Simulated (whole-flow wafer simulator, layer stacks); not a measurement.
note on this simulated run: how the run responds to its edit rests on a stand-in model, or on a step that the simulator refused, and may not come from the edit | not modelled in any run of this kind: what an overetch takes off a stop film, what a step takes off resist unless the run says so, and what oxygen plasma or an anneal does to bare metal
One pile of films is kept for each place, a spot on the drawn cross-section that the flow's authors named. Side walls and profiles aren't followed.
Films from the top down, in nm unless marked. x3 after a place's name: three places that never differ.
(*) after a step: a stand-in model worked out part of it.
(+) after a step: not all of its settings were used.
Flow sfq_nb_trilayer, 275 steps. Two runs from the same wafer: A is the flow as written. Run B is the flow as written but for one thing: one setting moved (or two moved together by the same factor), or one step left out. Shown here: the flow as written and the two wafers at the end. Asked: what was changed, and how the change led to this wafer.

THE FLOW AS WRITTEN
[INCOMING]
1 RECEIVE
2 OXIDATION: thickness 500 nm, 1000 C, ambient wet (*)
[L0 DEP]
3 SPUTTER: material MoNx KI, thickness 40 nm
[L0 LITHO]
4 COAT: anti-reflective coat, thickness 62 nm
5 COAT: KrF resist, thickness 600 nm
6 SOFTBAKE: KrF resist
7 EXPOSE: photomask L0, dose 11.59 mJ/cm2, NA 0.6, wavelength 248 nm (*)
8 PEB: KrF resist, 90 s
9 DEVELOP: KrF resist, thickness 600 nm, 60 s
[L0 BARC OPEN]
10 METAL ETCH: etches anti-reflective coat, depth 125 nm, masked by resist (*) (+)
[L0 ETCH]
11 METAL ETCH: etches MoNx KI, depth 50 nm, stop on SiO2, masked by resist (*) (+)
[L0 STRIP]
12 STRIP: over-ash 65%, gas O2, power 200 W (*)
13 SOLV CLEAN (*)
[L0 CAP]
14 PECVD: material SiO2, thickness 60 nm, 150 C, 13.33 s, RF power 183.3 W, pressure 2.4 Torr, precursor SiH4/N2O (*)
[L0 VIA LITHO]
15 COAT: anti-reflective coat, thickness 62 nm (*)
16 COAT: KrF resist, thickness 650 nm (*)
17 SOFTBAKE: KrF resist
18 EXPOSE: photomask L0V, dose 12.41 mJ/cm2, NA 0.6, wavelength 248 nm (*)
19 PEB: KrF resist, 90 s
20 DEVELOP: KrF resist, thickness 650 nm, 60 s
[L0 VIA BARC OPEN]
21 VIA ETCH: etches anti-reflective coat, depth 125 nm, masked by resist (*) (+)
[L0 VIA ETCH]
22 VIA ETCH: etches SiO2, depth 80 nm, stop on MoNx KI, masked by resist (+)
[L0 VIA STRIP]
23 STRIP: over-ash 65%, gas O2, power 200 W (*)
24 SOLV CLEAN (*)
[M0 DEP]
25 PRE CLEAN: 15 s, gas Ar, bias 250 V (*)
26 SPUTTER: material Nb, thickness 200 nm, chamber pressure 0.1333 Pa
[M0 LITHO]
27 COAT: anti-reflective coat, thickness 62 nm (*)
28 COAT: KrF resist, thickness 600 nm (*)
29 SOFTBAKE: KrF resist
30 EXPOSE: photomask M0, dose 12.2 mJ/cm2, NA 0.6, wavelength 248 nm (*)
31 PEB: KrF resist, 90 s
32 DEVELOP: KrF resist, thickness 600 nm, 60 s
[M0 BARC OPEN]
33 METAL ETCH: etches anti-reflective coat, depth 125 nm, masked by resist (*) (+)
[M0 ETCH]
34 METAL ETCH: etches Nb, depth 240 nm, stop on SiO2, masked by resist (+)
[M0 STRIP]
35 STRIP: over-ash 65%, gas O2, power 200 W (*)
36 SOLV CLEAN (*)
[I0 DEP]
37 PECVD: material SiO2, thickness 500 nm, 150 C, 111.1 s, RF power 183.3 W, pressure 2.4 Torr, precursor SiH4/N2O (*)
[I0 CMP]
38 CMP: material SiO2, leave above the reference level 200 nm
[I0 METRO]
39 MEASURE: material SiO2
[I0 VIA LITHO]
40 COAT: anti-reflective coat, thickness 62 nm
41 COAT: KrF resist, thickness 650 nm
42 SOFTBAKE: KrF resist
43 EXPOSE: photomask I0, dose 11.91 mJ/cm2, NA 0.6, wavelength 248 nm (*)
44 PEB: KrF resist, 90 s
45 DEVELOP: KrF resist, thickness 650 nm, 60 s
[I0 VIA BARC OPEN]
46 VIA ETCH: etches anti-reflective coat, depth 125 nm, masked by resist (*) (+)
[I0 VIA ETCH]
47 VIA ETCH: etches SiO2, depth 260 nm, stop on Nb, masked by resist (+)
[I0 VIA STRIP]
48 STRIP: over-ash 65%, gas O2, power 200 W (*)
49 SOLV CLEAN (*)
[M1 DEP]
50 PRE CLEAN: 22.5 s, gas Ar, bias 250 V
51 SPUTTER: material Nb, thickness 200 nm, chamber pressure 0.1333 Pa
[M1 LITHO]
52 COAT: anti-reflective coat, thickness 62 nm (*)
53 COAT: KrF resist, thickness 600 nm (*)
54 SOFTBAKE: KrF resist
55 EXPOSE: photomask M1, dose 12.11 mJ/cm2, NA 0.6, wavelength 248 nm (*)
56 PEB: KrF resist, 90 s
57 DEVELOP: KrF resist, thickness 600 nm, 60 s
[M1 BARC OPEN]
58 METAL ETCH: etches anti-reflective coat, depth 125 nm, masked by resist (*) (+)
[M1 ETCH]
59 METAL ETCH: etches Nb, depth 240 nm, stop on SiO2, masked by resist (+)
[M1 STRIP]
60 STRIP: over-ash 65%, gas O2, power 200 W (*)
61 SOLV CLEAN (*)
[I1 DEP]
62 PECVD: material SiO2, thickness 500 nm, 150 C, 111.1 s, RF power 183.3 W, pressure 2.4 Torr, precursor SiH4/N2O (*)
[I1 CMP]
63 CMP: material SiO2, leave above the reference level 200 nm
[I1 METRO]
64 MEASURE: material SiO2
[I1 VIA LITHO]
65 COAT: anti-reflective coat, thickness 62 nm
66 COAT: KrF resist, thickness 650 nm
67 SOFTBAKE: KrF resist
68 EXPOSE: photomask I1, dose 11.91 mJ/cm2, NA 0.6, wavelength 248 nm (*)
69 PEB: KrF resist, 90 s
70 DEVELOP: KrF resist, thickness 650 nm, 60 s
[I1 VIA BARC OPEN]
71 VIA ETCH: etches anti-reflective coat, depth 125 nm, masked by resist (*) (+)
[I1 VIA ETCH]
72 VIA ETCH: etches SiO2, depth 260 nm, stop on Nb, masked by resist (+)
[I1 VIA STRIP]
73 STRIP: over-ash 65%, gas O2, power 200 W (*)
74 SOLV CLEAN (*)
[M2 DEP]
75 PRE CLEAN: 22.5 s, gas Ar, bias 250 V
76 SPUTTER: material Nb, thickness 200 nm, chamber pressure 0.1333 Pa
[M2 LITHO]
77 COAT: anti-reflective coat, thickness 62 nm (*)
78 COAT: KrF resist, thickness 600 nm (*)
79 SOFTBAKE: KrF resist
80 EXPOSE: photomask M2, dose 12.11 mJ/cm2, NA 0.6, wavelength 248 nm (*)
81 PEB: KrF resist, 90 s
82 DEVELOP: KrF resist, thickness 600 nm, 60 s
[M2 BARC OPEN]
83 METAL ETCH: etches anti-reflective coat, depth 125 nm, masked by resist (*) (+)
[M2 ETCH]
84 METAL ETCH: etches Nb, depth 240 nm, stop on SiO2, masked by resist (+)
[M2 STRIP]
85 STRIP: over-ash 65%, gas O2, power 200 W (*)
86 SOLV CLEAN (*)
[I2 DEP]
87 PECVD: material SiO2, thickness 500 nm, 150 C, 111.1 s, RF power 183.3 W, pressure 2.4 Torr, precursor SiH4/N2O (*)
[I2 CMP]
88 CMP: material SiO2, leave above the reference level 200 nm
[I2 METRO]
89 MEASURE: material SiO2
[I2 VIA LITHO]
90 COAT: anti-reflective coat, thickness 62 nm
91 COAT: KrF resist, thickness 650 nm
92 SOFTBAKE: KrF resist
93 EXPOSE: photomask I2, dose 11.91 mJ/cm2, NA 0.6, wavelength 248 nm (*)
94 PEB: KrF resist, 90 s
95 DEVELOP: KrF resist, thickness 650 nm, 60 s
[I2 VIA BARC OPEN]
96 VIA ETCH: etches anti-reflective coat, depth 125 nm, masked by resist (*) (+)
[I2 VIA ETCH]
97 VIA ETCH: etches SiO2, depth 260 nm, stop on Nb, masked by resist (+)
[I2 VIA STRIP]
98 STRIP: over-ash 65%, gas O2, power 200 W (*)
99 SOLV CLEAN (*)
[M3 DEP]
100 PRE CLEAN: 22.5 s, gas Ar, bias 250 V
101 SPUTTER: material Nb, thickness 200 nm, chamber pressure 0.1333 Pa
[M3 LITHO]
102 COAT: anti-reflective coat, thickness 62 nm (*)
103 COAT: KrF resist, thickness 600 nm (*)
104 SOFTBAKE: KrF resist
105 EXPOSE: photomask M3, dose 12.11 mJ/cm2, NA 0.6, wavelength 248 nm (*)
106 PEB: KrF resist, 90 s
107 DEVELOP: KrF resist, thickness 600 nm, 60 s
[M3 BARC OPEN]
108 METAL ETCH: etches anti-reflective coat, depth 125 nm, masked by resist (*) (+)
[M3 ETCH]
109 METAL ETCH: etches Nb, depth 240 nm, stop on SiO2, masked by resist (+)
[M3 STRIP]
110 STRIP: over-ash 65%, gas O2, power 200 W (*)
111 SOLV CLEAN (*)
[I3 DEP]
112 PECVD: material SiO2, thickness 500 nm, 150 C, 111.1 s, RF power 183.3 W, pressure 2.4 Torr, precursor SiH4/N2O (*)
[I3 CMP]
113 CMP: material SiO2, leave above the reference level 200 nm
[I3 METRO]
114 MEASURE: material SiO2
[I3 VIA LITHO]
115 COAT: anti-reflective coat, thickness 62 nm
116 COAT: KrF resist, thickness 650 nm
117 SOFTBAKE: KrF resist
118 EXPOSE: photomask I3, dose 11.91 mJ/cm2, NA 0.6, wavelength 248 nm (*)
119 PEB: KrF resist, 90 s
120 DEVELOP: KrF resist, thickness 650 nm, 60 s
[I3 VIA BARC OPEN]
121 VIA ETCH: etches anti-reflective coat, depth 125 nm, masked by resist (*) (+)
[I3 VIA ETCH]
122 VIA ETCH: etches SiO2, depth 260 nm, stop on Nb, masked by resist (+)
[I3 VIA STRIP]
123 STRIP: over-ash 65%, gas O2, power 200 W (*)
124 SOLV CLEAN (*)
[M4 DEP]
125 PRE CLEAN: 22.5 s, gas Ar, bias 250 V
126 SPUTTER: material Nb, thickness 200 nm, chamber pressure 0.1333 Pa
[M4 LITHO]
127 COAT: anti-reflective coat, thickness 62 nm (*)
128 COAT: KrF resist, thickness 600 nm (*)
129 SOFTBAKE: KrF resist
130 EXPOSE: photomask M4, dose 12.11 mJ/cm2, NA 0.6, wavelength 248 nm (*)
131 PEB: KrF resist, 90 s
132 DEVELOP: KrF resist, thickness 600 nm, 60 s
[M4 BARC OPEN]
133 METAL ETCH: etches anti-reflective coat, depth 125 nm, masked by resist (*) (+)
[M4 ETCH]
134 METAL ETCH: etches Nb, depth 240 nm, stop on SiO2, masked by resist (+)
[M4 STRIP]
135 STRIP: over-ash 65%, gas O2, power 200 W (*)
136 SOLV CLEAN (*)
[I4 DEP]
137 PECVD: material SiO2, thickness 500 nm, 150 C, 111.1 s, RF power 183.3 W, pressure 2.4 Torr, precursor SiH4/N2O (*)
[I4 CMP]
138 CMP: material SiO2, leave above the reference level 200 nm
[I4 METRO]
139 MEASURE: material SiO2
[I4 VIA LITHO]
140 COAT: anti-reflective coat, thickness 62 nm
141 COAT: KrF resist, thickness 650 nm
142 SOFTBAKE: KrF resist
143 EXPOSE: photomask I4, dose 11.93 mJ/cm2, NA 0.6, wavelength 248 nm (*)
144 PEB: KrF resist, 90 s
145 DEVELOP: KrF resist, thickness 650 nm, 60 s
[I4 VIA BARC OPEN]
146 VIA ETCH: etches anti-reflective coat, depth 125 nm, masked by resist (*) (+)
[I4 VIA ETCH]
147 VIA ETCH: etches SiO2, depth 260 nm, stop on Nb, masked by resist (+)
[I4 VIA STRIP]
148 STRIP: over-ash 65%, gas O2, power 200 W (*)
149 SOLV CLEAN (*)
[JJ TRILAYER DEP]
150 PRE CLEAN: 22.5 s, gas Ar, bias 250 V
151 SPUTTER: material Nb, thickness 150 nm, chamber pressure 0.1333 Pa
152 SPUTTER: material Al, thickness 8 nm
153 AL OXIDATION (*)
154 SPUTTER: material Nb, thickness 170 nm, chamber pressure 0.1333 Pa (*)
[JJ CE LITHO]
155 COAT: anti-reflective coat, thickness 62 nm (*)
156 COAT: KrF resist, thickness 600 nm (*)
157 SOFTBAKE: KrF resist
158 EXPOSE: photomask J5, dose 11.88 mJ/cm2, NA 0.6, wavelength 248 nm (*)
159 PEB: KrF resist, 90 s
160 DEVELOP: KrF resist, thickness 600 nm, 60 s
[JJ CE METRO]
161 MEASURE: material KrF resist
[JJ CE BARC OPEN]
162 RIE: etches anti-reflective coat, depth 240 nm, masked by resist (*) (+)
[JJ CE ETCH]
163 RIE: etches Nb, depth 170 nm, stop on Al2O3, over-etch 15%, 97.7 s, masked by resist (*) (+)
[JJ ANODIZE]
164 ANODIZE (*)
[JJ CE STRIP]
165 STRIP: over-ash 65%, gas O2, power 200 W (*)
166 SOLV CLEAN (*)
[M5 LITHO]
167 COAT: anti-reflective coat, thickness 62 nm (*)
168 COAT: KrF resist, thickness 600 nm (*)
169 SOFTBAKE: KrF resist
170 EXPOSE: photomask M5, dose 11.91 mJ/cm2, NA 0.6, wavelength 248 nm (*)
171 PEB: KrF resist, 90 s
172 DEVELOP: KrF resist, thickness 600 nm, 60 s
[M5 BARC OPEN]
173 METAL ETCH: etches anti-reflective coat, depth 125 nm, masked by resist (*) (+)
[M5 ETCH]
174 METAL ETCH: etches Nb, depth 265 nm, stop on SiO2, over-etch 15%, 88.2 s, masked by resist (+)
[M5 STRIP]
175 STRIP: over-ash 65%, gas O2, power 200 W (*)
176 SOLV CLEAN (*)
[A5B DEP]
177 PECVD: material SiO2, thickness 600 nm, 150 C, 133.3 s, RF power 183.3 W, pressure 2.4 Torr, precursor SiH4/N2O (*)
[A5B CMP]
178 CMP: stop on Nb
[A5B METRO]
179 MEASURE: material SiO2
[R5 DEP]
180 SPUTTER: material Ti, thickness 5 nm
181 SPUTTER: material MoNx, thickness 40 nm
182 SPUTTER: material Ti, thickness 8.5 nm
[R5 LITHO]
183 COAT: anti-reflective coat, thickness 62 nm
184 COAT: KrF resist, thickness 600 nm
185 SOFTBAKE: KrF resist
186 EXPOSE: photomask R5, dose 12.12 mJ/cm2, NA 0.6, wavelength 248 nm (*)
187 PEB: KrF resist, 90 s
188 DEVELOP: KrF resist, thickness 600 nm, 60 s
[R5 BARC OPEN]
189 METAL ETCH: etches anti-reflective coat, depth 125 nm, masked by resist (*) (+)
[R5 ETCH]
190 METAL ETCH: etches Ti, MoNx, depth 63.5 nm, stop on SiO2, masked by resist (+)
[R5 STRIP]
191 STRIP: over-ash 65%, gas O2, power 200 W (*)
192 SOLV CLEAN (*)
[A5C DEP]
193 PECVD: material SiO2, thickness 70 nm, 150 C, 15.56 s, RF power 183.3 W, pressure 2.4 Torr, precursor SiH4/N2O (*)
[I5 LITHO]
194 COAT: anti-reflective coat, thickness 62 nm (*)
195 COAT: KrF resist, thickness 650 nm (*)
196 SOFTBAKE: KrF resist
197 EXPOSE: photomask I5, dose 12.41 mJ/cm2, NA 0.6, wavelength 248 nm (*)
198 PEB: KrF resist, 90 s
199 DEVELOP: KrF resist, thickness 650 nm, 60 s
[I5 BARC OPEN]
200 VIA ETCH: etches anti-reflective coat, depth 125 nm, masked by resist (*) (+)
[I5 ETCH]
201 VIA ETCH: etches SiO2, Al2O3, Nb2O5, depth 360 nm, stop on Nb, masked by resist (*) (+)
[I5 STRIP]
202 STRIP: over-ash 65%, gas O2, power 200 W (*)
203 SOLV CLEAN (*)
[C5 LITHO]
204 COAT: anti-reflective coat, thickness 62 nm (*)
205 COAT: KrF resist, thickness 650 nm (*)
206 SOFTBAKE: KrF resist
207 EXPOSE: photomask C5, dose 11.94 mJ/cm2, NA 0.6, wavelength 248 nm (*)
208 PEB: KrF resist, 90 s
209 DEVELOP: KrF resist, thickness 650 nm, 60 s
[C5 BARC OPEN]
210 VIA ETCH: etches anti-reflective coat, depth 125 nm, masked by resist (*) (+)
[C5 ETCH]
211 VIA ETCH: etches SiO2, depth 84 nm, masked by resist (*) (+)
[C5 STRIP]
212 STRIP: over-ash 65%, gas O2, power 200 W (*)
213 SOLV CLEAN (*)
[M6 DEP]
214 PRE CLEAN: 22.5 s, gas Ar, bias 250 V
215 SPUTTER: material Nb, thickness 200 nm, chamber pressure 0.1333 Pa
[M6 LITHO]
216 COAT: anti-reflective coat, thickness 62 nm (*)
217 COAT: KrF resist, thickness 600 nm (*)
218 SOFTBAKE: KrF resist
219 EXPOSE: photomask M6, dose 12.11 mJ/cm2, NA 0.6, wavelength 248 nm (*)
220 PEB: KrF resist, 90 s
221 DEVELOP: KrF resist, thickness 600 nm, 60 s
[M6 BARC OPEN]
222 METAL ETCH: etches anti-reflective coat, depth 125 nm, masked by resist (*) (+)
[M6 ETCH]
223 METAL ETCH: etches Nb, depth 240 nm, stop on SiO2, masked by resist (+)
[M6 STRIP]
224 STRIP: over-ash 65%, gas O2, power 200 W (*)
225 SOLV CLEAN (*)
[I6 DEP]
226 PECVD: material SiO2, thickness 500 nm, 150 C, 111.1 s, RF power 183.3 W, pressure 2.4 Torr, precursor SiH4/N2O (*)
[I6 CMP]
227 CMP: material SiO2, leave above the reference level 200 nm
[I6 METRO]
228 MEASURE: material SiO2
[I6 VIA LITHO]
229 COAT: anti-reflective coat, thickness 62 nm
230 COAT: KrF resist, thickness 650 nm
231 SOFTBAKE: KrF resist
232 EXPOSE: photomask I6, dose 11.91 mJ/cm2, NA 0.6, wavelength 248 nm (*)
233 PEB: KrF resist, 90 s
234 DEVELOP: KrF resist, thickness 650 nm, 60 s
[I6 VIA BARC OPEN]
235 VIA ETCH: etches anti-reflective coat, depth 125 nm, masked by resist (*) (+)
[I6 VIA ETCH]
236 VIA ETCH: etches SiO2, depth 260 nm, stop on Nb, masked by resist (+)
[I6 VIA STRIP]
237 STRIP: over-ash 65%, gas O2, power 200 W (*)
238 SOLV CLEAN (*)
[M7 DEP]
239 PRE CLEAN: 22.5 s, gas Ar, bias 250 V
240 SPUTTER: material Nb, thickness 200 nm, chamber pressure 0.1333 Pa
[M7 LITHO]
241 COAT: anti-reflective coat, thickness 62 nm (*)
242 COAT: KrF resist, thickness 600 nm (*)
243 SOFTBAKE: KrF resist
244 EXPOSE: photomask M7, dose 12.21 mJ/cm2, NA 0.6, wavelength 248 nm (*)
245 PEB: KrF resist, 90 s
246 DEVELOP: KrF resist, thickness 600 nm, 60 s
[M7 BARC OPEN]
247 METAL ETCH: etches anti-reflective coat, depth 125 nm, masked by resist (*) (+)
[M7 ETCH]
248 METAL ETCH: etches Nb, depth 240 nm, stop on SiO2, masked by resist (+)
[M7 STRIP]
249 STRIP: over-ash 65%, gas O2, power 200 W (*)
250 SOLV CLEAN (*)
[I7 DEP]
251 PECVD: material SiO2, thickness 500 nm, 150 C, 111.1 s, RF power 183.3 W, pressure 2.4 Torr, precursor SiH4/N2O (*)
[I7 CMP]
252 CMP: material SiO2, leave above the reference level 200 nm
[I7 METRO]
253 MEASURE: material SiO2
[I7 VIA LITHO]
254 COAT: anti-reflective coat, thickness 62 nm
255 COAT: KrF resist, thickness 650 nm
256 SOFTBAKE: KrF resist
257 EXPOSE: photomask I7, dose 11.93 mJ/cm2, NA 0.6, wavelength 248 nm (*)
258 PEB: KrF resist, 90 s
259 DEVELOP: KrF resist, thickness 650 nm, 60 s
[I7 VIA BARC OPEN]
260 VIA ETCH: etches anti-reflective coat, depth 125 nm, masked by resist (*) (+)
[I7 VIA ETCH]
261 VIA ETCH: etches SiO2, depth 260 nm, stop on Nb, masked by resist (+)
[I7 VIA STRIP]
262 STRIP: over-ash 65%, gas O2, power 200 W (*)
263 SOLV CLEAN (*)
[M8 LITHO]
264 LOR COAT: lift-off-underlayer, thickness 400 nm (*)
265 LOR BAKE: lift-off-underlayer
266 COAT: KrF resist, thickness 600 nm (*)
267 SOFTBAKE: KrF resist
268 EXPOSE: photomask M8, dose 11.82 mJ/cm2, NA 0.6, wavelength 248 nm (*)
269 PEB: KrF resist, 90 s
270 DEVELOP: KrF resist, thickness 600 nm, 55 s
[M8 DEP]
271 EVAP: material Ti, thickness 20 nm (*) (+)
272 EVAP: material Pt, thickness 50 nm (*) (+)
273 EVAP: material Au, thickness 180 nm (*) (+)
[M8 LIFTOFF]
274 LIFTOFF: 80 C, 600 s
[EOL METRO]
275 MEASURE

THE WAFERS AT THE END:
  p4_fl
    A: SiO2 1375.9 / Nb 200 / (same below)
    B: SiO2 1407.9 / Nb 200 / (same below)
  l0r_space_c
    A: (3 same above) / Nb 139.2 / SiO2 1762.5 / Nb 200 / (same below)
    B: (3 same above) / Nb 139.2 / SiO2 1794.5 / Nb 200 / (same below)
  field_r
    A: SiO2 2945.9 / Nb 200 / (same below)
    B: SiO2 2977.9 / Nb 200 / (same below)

The cause: step 138, CMP: leave above the reference level 232 nm was run, where the flow has leave above the reference level 200 nm.

How the change led to this, step by step:
  138 CMP: material SiO2, leave above the reference level 200 nm
      field_l, be, be_sur and 55 more: A SiO2 -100 | B SiO2 -68
      v_sur, via_wl, via_w and 35 more: A SiO2 -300 | B SiO2 -268
      (and at 10 more places)
  147 VIA ETCH: etches SiO2, depth 260 nm, stop on Nb, masked by resist (+)
      via_wl, via_w, via_wr: A SiO2 -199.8 (all of it) | B SiO2 -231.8 (all of it)
  151 SPUTTER: material Nb, thickness 150 nm, chamber pressure 0.1333 Pa
      via_wl, via_w, via_wr: A Nb +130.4 | B Nb +126.7
  154 SPUTTER: material Nb, thickness 170 nm, chamber pressure 0.1333 Pa (*)
      via_wl, via_wr: A Nb +140.7 (new film) | B Nb +135.1 (new film)
      via_w: A Nb +141 (new film) | B Nb +135.4 (new film)
  155 COAT: anti-reflective coat, thickness 62 nm (*)
      via_wl, via_wr: A anti-reflective coat +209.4 (new film) | B anti-reflective coat +242.1 (new film)
      v_sur: A anti-reflective coat +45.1 (new film) | B anti-reflective coat +43.7 (new film)
      (and at 1 more place)
  156 COAT: KrF resist, thickness 600 nm (*)
      via_w: A KrF resist +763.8 (new film) | B KrF resist +793.3 (new film)
  160 DEVELOP: KrF resist, thickness 600 nm, 60 s
      via_w: A KrF resist -762.1 (all of it) | B KrF resist -791.6 (all of it)
  162 RIE: etches anti-reflective coat, depth 240 nm, masked by resist (*) (+)
      via_wl, via_wr: A anti-reflective coat -209.4 (all of it) | B anti-reflective coat -240
      ce_l, c5j, ce_r, wl_jj: A KrF resist -209.4 | B KrF resist -240
      (and at 2 more places)
  163 RIE: etches Nb, depth 170 nm, stop on Al2O3, over-etch 15%, 97.7 s, masked by resist (*) (+)
      via_wl, via_wr: A Nb -140.7 (all of it), Al2O3 -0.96 (all of it) | B anti-reflective coat -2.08 (all of it), Nb -135.1 (all of it), Al2O3 -0.96 (all of it)
      via_w: A Nb -141 (all of it), Al2O3 -0.96 (all of it) | B Nb -135.4 (all of it), Al2O3 -0.96 (all of it)
  164 ANODIZE (*)
      via_w: A Al2O3 +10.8 (new film), Nb2O5 +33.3 (new film), Al -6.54 (all of it), Nb -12 | B Al2O3 +10.4 (new film), Nb2O5 +34 (new film), Al -6.3 (all of it), Nb -12.2
  165 STRIP: over-ash 65%, gas O2, power 200 W (*)
      ce_l: A KrF resist -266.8 (all of it), anti-reflective coat -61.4 (all of it) | B KrF resist -235.9 (all of it), anti-reflective coat -61.4 (all of it)
      c5j: A KrF resist -266.9 (all of it), anti-reflective coat -61.5 (all of it) | B KrF resist -236 (all of it), anti-reflective coat -61.4 (all of it)
      (and at 2 more places)
  167 COAT: anti-reflective coat, thickness 62 nm (*)
      v_sur: A anti-reflective coat +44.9 (new film) | B anti-reflective coat +43.3 (new film)
      via_wl: A anti-reflective coat +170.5 (new film) | B anti-reflective coat +195.2 (new film)
      (and at 4 more places)
  168 COAT: KrF resist, thickness 600 nm (*)
      via_w: A KrF resist +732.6 (new film) | B KrF resist +755.6 (new film)
  175 STRIP: over-ash 65%, gas O2, power 200 W (*)
      v_sur: A KrF resist -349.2 (all of it), anti-reflective coat -44.9 (all of it) | B KrF resist -344.7 (all of it), anti-reflective coat -43.3 (all of it)
      via_wl: A KrF resist -427 (all of it), anti-reflective coat -170.5 (all of it) | B KrF resist -429.7 (all of it), anti-reflective coat -195.2 (all of it)
      (and at 4 more places)
  177 PECVD: material SiO2, thickness 600 nm, 150 C, 133.3 s, RF power 183.3 W, pressure 2.4 Torr, precursor SiH4/N2O (*)
      via_wl, via_wr: A SiO2 +600 (new film) | B SiO2 +627.2 (new film)
      via_w: A SiO2 +600 (new film) | B SiO2 +627.7 (new film)
  178 CMP: stop on Nb
      via_wl, via_wr: A SiO2 -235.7 | B SiO2 -227.2
      via_w: A SiO2 -235.2 | B SiO2 -227.2
